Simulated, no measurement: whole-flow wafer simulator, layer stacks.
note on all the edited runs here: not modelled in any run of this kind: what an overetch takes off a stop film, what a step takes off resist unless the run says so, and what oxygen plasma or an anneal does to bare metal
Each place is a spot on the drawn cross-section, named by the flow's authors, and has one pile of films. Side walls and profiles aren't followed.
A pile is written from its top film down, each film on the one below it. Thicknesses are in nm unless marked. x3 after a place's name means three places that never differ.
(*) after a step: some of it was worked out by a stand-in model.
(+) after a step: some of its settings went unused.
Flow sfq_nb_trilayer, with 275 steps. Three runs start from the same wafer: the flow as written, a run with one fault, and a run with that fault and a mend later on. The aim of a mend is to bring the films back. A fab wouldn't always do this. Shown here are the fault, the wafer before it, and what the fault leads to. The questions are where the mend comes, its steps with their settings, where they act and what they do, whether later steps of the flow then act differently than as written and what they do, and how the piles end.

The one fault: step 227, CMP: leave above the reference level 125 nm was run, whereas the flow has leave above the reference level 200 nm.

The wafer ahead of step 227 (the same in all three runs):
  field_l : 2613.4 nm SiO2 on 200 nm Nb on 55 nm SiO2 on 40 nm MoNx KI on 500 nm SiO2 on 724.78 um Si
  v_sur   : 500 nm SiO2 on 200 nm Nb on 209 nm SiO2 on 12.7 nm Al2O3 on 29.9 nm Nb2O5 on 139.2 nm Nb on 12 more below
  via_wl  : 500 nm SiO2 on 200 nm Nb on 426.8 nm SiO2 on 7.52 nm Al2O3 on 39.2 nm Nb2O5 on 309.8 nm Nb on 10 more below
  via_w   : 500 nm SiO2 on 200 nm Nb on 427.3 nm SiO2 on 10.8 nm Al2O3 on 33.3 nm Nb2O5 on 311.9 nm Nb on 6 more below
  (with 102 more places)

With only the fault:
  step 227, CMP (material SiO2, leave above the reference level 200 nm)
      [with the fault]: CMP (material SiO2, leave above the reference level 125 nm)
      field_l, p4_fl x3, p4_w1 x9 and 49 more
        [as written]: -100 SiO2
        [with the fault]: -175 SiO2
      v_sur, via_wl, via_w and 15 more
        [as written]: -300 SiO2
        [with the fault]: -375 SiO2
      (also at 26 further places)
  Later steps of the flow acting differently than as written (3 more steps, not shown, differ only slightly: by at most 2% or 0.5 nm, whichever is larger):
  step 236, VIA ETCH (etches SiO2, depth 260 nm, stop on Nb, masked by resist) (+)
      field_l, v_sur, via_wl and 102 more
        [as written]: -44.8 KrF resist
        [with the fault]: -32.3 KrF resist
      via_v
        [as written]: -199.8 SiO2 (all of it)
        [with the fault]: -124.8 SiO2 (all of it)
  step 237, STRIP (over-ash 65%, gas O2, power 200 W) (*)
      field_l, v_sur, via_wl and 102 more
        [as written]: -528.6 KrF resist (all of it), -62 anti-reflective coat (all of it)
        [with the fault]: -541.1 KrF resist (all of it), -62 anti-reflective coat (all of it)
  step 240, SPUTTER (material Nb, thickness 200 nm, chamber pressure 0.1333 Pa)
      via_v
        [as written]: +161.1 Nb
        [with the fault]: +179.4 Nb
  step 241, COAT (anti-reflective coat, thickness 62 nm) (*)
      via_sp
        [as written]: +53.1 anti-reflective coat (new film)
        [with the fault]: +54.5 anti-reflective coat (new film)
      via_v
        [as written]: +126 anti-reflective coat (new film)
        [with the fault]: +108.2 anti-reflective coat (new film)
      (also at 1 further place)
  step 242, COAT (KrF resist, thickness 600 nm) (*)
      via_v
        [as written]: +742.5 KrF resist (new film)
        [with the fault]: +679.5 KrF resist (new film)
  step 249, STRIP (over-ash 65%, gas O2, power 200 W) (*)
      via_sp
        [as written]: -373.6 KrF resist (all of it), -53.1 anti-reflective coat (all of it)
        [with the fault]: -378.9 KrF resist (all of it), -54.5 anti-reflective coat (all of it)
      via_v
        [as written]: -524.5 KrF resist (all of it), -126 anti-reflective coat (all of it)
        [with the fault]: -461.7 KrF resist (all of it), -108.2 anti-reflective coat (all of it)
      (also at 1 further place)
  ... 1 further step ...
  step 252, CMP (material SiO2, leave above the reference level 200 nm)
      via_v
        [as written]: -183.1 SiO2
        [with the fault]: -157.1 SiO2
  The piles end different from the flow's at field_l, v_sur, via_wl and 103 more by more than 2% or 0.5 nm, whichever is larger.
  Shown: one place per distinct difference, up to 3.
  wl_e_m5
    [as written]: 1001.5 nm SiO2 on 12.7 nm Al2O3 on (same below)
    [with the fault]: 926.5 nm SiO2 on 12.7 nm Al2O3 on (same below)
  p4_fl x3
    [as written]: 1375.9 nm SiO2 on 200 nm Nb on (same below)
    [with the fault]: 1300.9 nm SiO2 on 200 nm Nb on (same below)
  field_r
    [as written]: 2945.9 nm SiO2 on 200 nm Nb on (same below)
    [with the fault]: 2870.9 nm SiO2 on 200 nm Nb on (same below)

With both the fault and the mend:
  After step 234 comes the mend.
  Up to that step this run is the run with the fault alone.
  step 234a, STRIP (over-ash 65%, gas O2, power 200 W) (*)
      field_l, v_sur, via_wl and 102 more
        -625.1 KrF resist (all of it), -62 anti-reflective coat (all of it)
      via_v
        -62 anti-reflective coat (all of it)
  step 234b, PECVD (material SiO2, thickness 75 nm, 150 C, 16.67 s, RF power 183.3 W, pressure 2.4 Torr, precursor SiH4/N2O) (the flow's step 226, run once more with other settings)
      field_l, v_sur, via_wl and 103 more
        +75 SiO2
  step 234c, COAT (anti-reflective coat, thickness 62 nm) (the flow's step 229, run once more)
      field_l, v_sur, via_wl and 103 more
        +62 anti-reflective coat (new film)
  step 234d, COAT (KrF resist, thickness 650 nm) (the flow's step 230, run once more)
      field_l, v_sur, via_wl and 103 more
        +650 KrF resist (new film)
  step 234e, SOFTBAKE (KrF resist) (the flow's step 231, run once more)
      does not change any film at any place that is followed
  step 234f, EXPOSE (photomask I6, dose 11.91 mJ/cm2, NA 0.6, wavelength 248 nm) (*) (the flow's step 232, run once more)
      does not change any film at any place that is followed
  step 234g, PEB (KrF resist, 90 s) (the flow's step 233, run once more)
      field_l, v_sur, via_wl and 103 more
        -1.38 KrF resist
  step 234h, DEVELOP (KrF resist, thickness 650 nm, 60 s) (the flow's step 234, run once more)
      field_l, v_sur, via_wl and 102 more
        -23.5 KrF resist
      via_v
        -648.6 KrF resist (all of it)
  Every later step of the flow that is run acts as written, at every place that is followed, to within 2% or 0.5 nm, whichever is larger.
  The piles end the same as the flow's at every place that both follow.
